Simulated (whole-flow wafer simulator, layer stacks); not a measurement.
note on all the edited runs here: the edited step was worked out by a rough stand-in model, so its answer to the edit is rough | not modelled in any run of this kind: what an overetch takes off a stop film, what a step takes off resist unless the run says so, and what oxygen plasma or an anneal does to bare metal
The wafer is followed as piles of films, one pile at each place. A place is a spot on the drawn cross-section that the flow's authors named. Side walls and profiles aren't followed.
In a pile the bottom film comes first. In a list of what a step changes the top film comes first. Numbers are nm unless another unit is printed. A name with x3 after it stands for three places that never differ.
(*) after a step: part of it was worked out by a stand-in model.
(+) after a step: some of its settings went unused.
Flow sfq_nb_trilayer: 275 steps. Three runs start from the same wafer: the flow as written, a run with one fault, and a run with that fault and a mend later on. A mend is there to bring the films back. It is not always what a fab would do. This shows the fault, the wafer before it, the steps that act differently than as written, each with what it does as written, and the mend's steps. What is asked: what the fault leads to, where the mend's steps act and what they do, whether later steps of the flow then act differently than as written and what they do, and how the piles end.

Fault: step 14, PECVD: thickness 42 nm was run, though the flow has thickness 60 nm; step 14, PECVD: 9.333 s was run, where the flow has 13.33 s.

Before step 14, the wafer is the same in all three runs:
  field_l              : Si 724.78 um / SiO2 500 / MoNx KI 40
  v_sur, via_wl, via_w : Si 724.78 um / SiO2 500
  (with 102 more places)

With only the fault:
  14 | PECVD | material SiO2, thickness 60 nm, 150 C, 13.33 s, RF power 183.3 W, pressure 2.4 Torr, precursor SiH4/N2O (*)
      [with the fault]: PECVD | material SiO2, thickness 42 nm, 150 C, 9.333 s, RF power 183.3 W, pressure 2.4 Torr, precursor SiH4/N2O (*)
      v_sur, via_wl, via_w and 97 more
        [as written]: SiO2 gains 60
        [with the fault]: SiO2 gains 42
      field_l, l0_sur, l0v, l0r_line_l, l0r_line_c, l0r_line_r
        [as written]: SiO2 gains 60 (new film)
        [with the fault]: SiO2 gains 42 (new film)
  Later steps of the flow acting differently than as written (11 other steps are not shown; they differ only slightly, by no more than 2% or 0.5 nm, whichever is larger):
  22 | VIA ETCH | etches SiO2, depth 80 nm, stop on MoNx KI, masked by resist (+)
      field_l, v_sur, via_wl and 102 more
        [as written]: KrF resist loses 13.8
        [with the fault]: KrF resist loses 10.8
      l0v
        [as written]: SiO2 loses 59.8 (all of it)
        [with the fault]: SiO2 loses 41.8 (all of it)
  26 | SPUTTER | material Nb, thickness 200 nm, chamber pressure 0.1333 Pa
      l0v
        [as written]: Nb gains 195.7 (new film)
        [with the fault]: Nb gains 200 (new film)
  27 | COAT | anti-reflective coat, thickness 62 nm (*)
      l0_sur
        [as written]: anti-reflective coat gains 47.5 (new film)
        [with the fault]: anti-reflective coat gains 49.4 (new film)
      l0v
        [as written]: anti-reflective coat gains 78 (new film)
        [with the fault]: anti-reflective coat gains 72 (new film)
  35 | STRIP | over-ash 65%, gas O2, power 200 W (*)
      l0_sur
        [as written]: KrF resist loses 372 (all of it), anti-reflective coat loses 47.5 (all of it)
        [with the fault]: KrF resist loses 373.3 (all of it), anti-reflective coat loses 49.4 (all of it)
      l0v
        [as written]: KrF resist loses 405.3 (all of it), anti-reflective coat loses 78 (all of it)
        [with the fault]: KrF resist loses 393.4 (all of it), anti-reflective coat loses 72 (all of it)
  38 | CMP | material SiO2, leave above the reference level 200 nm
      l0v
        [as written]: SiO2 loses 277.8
        [with the fault]: SiO2 loses 300.1
  By the end, the piles at field_l, v_sur, via_wl and 100 more depart from the flow's by more than 2% or 0.5 nm, whichever is larger.
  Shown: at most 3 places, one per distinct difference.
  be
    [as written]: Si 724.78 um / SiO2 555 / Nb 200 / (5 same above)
    [with the fault]: Si 724.78 um / SiO2 537 / Nb 200 / (5 same above)
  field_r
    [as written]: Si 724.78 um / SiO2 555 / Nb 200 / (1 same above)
    [with the fault]: Si 724.78 um / SiO2 537 / Nb 200 / (1 same above)
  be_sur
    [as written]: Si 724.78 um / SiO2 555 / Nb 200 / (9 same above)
    [with the fault]: Si 724.78 um / SiO2 537 / Nb 200 / (9 same above)

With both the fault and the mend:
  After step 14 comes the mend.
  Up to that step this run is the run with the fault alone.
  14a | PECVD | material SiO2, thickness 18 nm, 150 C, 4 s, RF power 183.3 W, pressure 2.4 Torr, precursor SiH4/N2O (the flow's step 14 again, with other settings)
      field_l, v_sur, via_wl and 103 more
        SiO2 gains 18
  None of the later steps of the flow differs from how it acts as written, at any place that is followed, by more than 2% or 0.5 nm, whichever is larger.
  By the end, the piles equal the flow's at every place that both follow.
